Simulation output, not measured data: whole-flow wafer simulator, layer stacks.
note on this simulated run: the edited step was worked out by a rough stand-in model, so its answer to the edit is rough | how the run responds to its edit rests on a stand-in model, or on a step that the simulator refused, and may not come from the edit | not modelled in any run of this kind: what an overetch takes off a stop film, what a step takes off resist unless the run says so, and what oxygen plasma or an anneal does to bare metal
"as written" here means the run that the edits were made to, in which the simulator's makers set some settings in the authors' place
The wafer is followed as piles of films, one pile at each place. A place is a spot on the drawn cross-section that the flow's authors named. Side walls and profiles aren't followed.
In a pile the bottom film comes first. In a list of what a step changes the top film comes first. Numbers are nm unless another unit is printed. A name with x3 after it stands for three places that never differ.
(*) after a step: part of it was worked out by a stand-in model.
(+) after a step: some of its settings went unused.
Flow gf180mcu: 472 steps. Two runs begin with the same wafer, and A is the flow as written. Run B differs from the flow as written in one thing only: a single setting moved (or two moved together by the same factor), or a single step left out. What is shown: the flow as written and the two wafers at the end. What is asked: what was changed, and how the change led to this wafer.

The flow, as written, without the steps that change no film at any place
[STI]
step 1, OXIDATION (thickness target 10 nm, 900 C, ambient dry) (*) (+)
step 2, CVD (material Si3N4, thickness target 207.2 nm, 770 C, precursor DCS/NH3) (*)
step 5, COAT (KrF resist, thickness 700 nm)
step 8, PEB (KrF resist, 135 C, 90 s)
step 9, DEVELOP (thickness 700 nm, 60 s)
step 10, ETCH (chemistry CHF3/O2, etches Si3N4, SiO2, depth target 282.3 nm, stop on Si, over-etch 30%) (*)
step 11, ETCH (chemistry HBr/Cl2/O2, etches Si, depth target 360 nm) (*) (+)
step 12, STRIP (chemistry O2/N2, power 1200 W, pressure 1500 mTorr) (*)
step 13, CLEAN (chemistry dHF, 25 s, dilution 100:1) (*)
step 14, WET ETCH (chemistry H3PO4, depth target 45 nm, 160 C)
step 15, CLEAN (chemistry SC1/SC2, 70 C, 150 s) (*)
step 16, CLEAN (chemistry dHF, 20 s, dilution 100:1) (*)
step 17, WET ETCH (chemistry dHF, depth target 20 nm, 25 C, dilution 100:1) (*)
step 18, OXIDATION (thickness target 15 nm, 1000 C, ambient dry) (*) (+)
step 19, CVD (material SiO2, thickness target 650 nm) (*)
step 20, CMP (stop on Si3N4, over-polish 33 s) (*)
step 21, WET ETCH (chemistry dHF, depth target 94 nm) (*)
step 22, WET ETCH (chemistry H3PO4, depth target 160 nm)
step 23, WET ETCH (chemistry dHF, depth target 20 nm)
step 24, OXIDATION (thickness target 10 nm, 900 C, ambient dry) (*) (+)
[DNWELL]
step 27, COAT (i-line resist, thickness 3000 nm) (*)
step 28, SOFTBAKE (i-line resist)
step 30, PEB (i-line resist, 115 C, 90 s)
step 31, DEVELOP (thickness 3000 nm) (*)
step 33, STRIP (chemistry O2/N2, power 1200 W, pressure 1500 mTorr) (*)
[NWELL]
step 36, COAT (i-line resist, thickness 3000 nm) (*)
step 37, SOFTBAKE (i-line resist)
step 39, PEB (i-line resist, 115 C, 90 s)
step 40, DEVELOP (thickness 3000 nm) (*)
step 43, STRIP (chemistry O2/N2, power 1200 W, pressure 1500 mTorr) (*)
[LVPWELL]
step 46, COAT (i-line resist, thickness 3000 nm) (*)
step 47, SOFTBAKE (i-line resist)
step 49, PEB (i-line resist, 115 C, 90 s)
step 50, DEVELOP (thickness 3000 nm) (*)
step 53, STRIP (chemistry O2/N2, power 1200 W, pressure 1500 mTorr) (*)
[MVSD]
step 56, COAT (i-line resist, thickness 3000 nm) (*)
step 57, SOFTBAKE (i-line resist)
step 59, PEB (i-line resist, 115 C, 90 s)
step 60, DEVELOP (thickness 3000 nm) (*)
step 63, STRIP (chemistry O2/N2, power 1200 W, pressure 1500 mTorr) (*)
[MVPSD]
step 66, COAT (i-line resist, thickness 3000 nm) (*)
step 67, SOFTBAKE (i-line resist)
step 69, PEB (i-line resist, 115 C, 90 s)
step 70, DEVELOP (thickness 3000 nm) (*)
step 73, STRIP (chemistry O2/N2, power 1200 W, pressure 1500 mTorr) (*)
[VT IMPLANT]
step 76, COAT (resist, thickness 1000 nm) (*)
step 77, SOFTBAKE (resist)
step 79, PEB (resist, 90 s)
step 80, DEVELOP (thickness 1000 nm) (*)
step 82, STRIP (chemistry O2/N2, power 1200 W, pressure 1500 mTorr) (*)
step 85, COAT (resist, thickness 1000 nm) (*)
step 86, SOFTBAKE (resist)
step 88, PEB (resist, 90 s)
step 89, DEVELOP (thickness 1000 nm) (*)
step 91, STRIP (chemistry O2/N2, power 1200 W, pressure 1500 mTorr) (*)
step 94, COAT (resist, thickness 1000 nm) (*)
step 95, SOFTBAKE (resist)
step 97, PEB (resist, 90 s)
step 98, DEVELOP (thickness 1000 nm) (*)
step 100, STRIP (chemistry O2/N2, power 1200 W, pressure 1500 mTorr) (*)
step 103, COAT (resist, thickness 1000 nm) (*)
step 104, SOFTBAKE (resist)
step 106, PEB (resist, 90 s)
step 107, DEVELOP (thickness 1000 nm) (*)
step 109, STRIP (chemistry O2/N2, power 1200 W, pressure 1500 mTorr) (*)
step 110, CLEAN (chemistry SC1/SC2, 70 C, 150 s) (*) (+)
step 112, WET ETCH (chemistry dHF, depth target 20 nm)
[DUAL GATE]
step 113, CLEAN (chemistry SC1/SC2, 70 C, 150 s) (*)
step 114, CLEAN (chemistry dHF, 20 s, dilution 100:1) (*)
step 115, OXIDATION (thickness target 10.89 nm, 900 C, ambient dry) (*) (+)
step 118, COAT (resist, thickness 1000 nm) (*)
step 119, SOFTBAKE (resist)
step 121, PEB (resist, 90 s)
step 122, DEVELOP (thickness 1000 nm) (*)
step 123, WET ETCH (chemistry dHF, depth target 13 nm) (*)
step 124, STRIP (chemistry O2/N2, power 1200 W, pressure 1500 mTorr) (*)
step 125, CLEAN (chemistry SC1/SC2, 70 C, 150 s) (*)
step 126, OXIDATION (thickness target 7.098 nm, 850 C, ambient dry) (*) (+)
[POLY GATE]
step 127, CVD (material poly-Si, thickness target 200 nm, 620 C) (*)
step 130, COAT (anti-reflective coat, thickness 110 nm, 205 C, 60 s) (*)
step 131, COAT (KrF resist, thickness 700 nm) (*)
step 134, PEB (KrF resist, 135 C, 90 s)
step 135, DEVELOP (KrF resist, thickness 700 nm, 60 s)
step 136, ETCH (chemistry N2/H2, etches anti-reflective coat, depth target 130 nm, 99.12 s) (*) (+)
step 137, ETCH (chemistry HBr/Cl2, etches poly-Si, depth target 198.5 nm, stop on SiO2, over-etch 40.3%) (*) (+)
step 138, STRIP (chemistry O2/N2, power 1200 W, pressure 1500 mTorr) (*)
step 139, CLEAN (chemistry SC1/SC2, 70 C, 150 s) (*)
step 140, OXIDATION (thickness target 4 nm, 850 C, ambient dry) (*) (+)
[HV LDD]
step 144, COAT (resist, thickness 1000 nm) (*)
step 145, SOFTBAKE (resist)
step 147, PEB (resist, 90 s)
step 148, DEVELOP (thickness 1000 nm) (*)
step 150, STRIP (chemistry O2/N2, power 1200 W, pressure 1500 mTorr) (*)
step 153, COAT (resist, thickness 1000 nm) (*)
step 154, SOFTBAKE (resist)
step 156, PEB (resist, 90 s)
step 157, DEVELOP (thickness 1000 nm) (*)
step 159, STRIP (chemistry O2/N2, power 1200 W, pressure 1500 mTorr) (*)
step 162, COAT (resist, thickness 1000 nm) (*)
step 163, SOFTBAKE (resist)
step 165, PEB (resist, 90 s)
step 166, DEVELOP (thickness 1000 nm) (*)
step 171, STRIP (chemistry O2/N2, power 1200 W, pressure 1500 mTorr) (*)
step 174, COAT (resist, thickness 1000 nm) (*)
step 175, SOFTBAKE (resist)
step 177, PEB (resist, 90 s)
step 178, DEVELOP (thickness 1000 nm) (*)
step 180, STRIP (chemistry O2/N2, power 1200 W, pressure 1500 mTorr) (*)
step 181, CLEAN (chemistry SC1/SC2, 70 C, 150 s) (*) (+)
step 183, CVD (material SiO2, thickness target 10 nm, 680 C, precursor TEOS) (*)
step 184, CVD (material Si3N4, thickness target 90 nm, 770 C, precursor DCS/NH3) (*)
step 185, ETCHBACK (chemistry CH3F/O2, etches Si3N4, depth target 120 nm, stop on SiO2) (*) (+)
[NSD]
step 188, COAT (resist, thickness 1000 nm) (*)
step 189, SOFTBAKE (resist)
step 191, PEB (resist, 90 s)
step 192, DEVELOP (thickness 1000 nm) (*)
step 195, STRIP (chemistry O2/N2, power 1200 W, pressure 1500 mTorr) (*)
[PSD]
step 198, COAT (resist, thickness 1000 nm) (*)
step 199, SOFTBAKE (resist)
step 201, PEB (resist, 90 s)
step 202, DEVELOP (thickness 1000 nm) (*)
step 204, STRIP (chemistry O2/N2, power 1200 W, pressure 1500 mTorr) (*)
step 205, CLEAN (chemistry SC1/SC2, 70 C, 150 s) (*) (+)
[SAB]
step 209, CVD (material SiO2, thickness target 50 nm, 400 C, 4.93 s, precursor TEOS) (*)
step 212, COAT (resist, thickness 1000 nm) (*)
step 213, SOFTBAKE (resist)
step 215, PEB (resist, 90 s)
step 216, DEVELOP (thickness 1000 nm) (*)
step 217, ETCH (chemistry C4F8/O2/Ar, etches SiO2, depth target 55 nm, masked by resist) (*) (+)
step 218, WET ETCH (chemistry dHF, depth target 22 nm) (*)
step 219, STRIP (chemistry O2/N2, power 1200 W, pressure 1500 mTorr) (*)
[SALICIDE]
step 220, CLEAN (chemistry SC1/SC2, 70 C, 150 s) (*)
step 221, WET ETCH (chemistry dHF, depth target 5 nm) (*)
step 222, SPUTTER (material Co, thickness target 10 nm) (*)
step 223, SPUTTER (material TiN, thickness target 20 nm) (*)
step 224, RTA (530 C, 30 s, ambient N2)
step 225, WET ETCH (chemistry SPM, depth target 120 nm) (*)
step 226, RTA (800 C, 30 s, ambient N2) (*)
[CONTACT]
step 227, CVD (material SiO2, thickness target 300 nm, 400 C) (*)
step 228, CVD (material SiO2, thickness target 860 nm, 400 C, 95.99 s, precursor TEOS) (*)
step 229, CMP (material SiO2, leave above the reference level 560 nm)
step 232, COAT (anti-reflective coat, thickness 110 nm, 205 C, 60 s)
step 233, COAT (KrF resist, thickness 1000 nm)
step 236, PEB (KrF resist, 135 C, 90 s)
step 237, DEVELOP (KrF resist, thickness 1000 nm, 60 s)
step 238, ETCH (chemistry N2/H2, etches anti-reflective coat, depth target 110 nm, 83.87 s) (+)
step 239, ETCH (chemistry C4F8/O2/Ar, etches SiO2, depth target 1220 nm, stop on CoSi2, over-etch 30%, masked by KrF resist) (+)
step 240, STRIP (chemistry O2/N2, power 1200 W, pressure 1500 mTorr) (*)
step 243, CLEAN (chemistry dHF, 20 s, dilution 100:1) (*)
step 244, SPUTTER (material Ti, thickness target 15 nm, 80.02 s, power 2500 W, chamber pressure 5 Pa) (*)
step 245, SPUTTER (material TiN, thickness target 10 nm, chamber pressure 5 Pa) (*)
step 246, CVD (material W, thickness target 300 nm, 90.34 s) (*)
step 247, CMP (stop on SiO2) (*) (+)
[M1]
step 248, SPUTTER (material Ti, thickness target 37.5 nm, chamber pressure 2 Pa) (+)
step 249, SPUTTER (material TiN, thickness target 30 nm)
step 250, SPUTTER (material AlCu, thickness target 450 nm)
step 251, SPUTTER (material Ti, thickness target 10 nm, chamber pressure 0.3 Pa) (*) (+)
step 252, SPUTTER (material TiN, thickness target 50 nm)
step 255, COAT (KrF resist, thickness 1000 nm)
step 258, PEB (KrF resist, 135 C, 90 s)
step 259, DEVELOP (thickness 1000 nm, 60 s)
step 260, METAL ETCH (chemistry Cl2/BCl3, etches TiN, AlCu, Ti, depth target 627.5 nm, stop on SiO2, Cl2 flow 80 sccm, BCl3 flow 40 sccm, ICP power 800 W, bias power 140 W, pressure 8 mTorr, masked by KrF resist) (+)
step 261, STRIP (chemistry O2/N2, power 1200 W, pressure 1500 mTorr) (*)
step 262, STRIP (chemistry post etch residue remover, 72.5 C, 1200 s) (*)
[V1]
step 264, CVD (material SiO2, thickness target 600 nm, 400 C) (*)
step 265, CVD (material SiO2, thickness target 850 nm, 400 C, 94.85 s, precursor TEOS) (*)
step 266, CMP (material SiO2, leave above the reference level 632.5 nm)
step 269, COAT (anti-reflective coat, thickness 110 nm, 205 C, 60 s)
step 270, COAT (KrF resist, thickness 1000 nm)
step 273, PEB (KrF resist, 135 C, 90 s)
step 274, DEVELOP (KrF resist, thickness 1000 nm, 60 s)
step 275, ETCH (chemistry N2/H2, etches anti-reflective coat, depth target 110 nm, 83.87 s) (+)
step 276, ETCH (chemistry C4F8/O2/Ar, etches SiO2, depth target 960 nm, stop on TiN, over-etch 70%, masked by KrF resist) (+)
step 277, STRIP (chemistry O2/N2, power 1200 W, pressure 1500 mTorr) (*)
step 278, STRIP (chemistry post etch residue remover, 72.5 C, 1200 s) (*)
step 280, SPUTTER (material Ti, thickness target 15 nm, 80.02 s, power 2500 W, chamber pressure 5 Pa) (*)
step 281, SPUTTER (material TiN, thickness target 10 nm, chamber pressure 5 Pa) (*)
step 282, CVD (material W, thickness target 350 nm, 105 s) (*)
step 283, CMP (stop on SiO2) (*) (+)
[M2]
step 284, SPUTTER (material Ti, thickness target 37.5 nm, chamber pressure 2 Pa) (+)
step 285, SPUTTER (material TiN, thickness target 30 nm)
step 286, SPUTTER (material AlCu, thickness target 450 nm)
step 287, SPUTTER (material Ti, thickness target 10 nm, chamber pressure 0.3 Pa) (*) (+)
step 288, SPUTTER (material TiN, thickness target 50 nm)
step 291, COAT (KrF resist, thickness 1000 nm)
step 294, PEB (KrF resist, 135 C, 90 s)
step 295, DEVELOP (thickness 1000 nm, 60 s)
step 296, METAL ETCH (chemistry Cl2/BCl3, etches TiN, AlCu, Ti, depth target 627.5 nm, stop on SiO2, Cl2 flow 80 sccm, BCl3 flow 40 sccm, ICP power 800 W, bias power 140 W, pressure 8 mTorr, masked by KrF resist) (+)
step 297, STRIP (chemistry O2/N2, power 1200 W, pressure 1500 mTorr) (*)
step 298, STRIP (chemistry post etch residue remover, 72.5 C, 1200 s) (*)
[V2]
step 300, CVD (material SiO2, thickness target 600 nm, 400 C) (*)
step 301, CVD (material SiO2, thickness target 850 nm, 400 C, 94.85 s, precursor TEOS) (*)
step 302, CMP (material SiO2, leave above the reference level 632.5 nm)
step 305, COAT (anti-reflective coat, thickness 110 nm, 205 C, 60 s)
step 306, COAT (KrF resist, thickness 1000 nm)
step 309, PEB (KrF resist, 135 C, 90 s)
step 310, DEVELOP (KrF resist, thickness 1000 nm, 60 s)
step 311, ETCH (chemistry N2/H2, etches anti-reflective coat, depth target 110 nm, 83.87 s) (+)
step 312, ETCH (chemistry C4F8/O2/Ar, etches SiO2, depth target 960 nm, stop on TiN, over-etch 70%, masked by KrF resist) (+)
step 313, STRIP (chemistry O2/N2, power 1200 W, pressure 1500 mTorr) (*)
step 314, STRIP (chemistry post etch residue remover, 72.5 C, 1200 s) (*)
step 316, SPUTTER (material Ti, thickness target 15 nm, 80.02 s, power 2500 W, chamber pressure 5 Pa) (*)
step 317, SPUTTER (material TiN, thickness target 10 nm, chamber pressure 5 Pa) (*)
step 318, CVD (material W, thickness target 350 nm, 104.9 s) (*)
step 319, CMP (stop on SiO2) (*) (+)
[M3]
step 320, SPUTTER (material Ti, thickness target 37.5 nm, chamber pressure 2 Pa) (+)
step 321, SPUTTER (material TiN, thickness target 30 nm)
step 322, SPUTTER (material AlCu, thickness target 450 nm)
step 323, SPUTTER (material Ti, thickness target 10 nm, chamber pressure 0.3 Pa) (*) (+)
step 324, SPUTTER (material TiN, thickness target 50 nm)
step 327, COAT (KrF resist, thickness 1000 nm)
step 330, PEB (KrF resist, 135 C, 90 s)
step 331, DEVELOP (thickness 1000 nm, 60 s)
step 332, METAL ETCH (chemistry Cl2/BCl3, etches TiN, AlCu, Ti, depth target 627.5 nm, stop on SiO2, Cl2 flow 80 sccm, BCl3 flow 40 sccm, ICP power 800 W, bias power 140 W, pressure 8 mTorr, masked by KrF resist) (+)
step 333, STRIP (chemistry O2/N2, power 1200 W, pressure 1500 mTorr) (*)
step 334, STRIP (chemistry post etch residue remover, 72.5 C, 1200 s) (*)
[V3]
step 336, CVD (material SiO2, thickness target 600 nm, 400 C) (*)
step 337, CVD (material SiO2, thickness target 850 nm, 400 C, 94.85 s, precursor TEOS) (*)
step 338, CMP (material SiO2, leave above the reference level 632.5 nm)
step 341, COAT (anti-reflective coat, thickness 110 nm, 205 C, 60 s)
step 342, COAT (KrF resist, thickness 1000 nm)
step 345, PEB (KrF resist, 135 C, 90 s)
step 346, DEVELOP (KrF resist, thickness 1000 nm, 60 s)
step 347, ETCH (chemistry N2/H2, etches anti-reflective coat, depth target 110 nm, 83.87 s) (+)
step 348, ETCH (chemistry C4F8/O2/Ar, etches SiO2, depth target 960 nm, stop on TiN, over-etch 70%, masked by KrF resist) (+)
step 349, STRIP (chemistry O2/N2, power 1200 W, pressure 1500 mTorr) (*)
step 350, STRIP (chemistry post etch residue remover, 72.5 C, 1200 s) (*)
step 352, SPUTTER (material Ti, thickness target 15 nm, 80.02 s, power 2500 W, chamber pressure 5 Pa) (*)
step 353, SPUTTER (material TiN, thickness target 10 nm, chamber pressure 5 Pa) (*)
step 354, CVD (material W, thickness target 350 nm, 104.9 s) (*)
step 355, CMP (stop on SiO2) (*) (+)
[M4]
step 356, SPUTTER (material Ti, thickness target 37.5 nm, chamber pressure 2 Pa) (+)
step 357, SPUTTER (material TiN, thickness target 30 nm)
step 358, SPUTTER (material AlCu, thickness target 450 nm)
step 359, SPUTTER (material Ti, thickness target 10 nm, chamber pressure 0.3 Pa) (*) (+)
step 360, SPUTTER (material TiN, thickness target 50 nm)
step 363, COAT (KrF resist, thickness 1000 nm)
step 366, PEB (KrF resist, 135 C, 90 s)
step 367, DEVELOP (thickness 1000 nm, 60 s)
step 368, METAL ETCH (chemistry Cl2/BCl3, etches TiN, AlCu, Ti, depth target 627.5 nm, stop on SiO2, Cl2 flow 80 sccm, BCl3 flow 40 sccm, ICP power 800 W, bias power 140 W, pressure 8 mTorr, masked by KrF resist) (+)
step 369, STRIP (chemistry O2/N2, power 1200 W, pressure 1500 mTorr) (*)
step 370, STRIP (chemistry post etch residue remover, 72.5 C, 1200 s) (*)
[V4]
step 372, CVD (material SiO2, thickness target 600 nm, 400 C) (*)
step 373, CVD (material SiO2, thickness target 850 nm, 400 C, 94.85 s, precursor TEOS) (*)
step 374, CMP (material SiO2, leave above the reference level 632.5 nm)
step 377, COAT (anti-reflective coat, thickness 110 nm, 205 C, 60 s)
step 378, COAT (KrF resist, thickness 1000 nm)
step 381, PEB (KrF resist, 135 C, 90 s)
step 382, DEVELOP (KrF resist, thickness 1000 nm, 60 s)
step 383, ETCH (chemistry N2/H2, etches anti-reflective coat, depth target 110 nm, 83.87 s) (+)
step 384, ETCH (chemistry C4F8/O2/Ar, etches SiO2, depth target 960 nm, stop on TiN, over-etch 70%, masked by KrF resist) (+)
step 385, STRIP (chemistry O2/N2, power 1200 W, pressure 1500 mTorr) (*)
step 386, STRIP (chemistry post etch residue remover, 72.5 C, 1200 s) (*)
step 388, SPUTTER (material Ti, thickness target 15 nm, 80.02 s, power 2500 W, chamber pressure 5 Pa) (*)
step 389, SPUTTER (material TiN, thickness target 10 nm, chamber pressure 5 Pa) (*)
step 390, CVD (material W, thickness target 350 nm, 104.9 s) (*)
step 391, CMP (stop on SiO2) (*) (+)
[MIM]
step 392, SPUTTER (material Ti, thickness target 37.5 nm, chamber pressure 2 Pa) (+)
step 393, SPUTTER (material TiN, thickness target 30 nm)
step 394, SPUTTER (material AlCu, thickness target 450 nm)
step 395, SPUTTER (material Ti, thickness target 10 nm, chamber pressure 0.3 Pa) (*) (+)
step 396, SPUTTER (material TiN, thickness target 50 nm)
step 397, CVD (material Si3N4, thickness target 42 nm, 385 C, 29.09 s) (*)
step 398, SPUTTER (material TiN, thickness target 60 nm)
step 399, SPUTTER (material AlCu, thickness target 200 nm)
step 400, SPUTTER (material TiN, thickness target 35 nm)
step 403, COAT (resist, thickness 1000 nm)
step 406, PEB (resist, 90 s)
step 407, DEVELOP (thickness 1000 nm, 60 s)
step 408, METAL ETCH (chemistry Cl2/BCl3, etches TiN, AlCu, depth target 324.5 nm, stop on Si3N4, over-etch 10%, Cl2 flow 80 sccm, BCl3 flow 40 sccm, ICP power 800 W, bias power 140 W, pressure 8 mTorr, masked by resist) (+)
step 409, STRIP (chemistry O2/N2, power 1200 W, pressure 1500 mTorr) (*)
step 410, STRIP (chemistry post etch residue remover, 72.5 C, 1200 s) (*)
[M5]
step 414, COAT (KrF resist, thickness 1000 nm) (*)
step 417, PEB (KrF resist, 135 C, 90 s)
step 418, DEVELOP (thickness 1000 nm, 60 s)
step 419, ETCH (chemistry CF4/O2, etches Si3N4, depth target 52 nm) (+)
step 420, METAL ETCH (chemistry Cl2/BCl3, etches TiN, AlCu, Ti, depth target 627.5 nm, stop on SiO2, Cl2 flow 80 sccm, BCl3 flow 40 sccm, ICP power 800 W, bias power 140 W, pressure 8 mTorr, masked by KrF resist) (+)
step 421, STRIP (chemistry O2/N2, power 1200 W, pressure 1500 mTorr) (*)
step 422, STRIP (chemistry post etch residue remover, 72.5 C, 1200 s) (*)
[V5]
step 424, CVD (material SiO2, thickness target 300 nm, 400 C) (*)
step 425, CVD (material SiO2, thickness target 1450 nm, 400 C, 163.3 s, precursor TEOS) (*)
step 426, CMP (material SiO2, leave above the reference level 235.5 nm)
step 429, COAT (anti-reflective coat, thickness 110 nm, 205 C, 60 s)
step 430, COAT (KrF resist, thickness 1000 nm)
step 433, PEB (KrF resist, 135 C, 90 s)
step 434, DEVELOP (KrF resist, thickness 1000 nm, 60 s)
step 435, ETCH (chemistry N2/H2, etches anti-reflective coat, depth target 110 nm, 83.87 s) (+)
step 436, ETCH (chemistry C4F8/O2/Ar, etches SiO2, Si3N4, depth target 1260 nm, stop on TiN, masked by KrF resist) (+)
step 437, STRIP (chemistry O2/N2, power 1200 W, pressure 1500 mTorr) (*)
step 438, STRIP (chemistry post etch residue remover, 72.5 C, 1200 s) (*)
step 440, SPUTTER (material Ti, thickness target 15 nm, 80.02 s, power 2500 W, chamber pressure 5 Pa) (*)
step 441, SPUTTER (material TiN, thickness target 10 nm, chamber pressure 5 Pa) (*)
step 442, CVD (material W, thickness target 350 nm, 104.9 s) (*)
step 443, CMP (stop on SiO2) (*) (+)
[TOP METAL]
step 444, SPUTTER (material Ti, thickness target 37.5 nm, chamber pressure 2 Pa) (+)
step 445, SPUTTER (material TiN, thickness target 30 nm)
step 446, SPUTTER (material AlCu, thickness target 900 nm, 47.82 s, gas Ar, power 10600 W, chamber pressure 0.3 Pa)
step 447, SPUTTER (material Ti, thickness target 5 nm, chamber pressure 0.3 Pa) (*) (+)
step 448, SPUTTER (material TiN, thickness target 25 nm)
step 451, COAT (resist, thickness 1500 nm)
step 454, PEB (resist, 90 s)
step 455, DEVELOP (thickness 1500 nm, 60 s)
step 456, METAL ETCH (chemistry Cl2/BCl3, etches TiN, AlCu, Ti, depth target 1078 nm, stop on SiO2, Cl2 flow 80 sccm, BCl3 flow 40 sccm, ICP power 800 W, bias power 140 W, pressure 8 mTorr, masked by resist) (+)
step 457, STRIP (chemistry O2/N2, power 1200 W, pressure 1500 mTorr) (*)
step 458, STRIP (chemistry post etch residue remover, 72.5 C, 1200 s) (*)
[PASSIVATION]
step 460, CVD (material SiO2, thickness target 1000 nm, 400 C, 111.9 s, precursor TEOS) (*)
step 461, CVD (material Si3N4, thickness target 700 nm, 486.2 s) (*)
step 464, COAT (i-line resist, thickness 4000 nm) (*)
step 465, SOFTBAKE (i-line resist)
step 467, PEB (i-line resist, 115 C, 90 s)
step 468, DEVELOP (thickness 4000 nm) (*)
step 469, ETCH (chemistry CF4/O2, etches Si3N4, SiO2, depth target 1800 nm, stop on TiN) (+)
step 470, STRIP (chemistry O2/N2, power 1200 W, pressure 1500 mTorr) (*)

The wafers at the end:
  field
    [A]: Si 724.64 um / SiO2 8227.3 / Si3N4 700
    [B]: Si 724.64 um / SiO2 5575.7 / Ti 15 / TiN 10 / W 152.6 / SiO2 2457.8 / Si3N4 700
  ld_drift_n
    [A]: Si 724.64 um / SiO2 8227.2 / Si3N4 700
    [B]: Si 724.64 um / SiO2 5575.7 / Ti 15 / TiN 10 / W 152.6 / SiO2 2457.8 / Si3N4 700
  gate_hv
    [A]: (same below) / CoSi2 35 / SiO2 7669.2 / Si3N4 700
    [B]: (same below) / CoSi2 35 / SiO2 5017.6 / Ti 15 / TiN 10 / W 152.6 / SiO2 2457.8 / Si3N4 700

The reason: step 373, CVD: thickness target 340 nm was run, whereas the flow has thickness target 850 nm.

Step by step, how the change led to this:
  step 373, CVD (material SiO2, thickness target 850 nm, 400 C, 94.85 s, precursor TEOS) (*)
      field, field__w1, field__w2 and 108 more: A SiO2 gains 850 | B SiO2 gains 340
  step 374, CMP (material SiO2, leave above the reference level 632.5 nm)
      field, field__w1, field__w2 and 103 more: A SiO2 loses 300 | B nothing
      field__w8, contact, m1, m1__w1, m1_nw: A SiO2 loses 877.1 | B SiO2 loses 367.1
  step 377, COAT (anti-reflective coat, thickness 110 nm, 205 C, 60 s)
      field__w6, ld_sd_n: A anti-reflective coat gains 110 (new film) | B anti-reflective coat gains 112.6 (new film)
      field: A anti-reflective coat gains 110 (new film) | B anti-reflective coat gains 202.7 (new film)
      (and at 23 other places as well)
  step 378, COAT (KrF resist, thickness 1000 nm)
      field: A KrF resist gains 1000 (new film) | B KrF resist gains 956.8 (new film)
      field__w1: A KrF resist gains 1000 (new film) | B KrF resist gains 1021 (new film)
      (and at 13 other places as well)
  step 381, PEB (KrF resist, 135 C, 90 s)
      n_well: A KrF resist loses 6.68 | B KrF resist loses 6
      contact: A KrF resist loses 6.68 | B KrF resist loses 5.69
      (and at 7 other places as well)
  step 382, DEVELOP (KrF resist, thickness 1000 nm, 60 s)
      contact: A KrF resist loses 993.3 (all of it) | B KrF resist loses 913.7 (all of it)
  step 383, ETCH (chemistry N2/H2, etches anti-reflective coat, depth target 110 nm, 83.87 s) (+)
      contact: A anti-reflective coat loses 110 (all of it), SiO2 loses 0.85 | B anti-reflective coat loses 25.4 (all of it), SiO2 loses 3.02
  step 385, STRIP (chemistry O2/N2, power 1200 W, pressure 1500 mTorr) (*)
      field: A KrF resist loses 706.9 (all of it), anti-reflective coat loses 110 (all of it) | B KrF resist loses 664.1 (all of it), anti-reflective coat loses 202.7 (all of it)
      field__w1: A KrF resist loses 706.9 (all of it), anti-reflective coat loses 110 (all of it) | B KrF resist loses 727.8 (all of it), anti-reflective coat loses 97.7 (all of it)
      (and at 25 other places as well)
  step 388, SPUTTER (material Ti, thickness target 15 nm, 80.02 s, power 2500 W, chamber pressure 5 Pa) (*)
      contact: A Ti gains 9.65 (new film) | B Ti gains 11 (new film)
  step 389, SPUTTER (material TiN, thickness target 10 nm, chamber pressure 5 Pa) (*)
      contact: A TiN gains 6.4 (new film) | B TiN gains 7.28 (new film)
  step 390, CVD (material W, thickness target 350 nm, 104.9 s) (*)
      contact: A W gains 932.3 (new film) | B W gains 720.1 (new film)
  step 391, CMP (stop on SiO2) (*) (+)
      field, field__w1, field__w2 and 103 more: A W loses 350 (all of it), TiN loses 10 (all of it), Ti loses 15 (all of it), SiO2 loses 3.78 | B W loses 185
      field__w8, m1, m1__w1, m1_nw: A W loses 350 (all of it), TiN loses 10 (all of it), Ti loses 15 (all of it), SiO2 loses 3.78 | B W loses 350 (all of it), TiN loses 10 (all of it), Ti loses 15 (all of it), SiO2 loses 20
      (and at 1 other place as well)
  step 420, METAL ETCH (chemistry Cl2/BCl3, etches TiN, AlCu, Ti, depth target 627.5 nm, stop on SiO2, Cl2 flow 80 sccm, BCl3 flow 40 sccm, ICP power 800 W, bias power 140 W, pressure 8 mTorr, masked by KrF resist) (+)
      field, field__w1, field__w2 and 101 more: A TiN loses 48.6 (all of it), Ti loses 10 (all of it), AlCu loses 450 (all of it), TiN loses 30 (all of it), Ti loses 37.5 (all of it) | B TiN loses 48.6 (all of it), Ti loses 10 (all of it), AlCu loses 450 (all of it), TiN loses 30 (all of it), Ti loses 37.5 (all of it), W loses 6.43
  step 422, STRIP (chemistry post etch residue remover, 72.5 C, 1200 s) (*)
      field, field__w1, field__w2 and 101 more: A nothing | B W loses 6.01
  step 424, CVD (material SiO2, thickness target 300 nm, 400 C) (*)
      field, field__w1, field__w2 and 101 more: A SiO2 gains 300 | B SiO2 gains 300 (new film)
  step 426, CMP (material SiO2, leave above the reference level 235.5 nm)
      field, field__w1, field__w5 and 92 more: A SiO2 loses 300.8 | B SiO2 loses 288.4
      field__w2, field__w3, field__w12 and 6 more: A SiO2 loses 272.7 | B SiO2 loses 259.7
With metal films that touch counted as one body, field has 1 body; the flow as written gives 0 bodies.
With metal films that touch counted as one body, ld_drift_n has 1 body; the flow as written gives 0 bodies.
With metal films that touch counted as one body, gate_hv has 2 bodies (between them, from the top down: SiO2 5017.6); the flow as written gives 1 body.
